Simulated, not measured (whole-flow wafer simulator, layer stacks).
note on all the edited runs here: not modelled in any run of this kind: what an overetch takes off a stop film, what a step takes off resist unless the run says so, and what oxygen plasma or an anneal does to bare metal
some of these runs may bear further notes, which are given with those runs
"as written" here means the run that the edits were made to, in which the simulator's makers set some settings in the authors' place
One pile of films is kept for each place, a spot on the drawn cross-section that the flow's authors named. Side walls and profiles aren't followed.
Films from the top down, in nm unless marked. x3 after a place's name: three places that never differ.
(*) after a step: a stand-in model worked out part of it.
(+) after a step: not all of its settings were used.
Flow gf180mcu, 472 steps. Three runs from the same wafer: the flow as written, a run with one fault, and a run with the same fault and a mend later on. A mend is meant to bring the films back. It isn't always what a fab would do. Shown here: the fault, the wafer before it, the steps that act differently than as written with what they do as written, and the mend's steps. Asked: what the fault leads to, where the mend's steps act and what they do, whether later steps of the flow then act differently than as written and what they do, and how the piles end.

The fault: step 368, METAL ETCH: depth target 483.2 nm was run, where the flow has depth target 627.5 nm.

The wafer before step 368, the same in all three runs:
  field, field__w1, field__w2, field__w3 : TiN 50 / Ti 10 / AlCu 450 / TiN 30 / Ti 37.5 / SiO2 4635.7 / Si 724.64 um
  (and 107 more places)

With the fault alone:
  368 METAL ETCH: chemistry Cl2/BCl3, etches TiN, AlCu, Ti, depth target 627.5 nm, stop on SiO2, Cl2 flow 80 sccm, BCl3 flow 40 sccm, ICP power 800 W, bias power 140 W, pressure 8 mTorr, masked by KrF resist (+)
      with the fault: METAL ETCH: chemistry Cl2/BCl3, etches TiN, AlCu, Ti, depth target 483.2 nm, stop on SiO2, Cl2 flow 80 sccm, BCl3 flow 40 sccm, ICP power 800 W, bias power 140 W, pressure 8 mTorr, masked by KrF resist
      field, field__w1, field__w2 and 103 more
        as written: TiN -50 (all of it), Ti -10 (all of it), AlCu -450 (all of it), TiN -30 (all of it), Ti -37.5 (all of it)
        with the fault: TiN -50 (all of it), Ti -10 (all of it), AlCu -423.2
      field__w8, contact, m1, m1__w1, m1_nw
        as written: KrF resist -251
        with the fault: KrF resist -193.3
  Later steps of the flow that act differently than as written:
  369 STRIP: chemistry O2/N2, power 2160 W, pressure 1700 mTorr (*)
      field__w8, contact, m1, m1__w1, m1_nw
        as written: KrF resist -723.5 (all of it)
        with the fault: KrF resist -781.2 (all of it)
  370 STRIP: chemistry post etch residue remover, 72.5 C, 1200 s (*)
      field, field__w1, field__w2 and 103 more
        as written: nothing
        with the fault: AlCu -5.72
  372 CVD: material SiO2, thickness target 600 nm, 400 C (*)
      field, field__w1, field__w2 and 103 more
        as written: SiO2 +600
        with the fault: SiO2 +600 (new film)
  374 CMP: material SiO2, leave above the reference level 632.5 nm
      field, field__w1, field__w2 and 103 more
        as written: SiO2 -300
        with the fault: SiO2 -388.6
  At the end the piles differ from the flow's by more than 2% or 0.5 nm, whichever is larger, at field, field__w1, field__w2 and 104 more.
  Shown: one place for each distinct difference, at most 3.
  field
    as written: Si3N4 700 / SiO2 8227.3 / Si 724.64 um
    with the fault: Si3N4 700 / SiO2 3503 / AlCu 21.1 / TiN 30 / Ti 37.5 / SiO2 4635.7 / Si 724.64 um
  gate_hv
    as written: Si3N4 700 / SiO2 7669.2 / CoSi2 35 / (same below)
    with the fault: Si3N4 700 / SiO2 3503 / AlCu 21.1 / TiN 30 / Ti 37.5 / SiO2 4077.6 / CoSi2 35 / (same below)
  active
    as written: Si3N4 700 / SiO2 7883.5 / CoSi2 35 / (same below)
    with the fault: Si3N4 700 / SiO2 3503 / AlCu 21.1 / TiN 30 / Ti 37.5 / SiO2 4291.9 / CoSi2 35 / (same below)

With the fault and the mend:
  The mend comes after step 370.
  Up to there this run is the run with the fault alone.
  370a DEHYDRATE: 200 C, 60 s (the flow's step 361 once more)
      changes no film at any place that is followed
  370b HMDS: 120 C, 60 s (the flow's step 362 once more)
      changes no film at any place that is followed
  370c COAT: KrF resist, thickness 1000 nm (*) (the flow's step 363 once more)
      iso_ptap_pw, iso_ntap_nw, iso_nw_fld and 33 more
        KrF resist +1000 (new film)
      field_sub, field_sub__w1, field_sub__w2 and 12 more
        KrF resist +1002.8 (new film)
      field__w11, field__w13, p_well and 8 more
        KrF resist +1003.2 (new film)
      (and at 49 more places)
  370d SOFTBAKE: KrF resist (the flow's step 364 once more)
      changes no film at any place that is followed
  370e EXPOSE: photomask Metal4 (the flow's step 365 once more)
      changes no film at any place that is followed
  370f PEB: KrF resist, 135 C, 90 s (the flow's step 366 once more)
      field__w1, field__w2, field__w3 and 56 more
        KrF resist -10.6
      iso_ptap_pw, iso_ntap_nw, iso_nw_fld and 33 more
        KrF resist -10.5
      gate_hv, sd_p, polyc_n, polyc_n_rim
        KrF resist -10.7
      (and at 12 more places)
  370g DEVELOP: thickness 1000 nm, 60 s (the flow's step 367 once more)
      iso_ptap_pw, iso_ntap_nw, iso_nw_fld and 33 more
        KrF resist -989.5 (all of it)
      field_sub, field_sub__w1, field_sub__w2 and 9 more
        KrF resist -992.2 (all of it)
      field__w13, p_well, sti and 7 more
        KrF resist -992.6 (all of it)
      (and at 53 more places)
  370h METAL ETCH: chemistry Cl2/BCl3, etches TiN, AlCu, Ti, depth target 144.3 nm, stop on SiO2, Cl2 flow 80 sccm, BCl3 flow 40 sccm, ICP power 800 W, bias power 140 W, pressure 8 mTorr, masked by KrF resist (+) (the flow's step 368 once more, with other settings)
      field, field__w1, field__w2 and 103 more
        AlCu -21.1 (all of it), TiN -30 (all of it), Ti -37.5 (all of it)
      field__w8, contact, m1, m1__w1, m1_nw
        KrF resist -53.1
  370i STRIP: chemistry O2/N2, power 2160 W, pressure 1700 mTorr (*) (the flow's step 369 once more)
      field__w8
        KrF resist -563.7 (all of it)
      contact
        KrF resist -561.6 (all of it)
      m1
        KrF resist -564.5 (all of it)
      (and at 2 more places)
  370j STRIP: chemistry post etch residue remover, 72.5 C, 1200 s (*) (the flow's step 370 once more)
      field__w8, contact, m1, m1__w1, m1_nw
        TiN -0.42
  No later step of the flow acts differently than as written, at any place that is followed, by more than 2% or 0.5 nm, whichever is larger.
  At the end the piles differ from the flow's only slightly at the places that both follow, by at most 2% or 0.5 nm, whichever is larger.
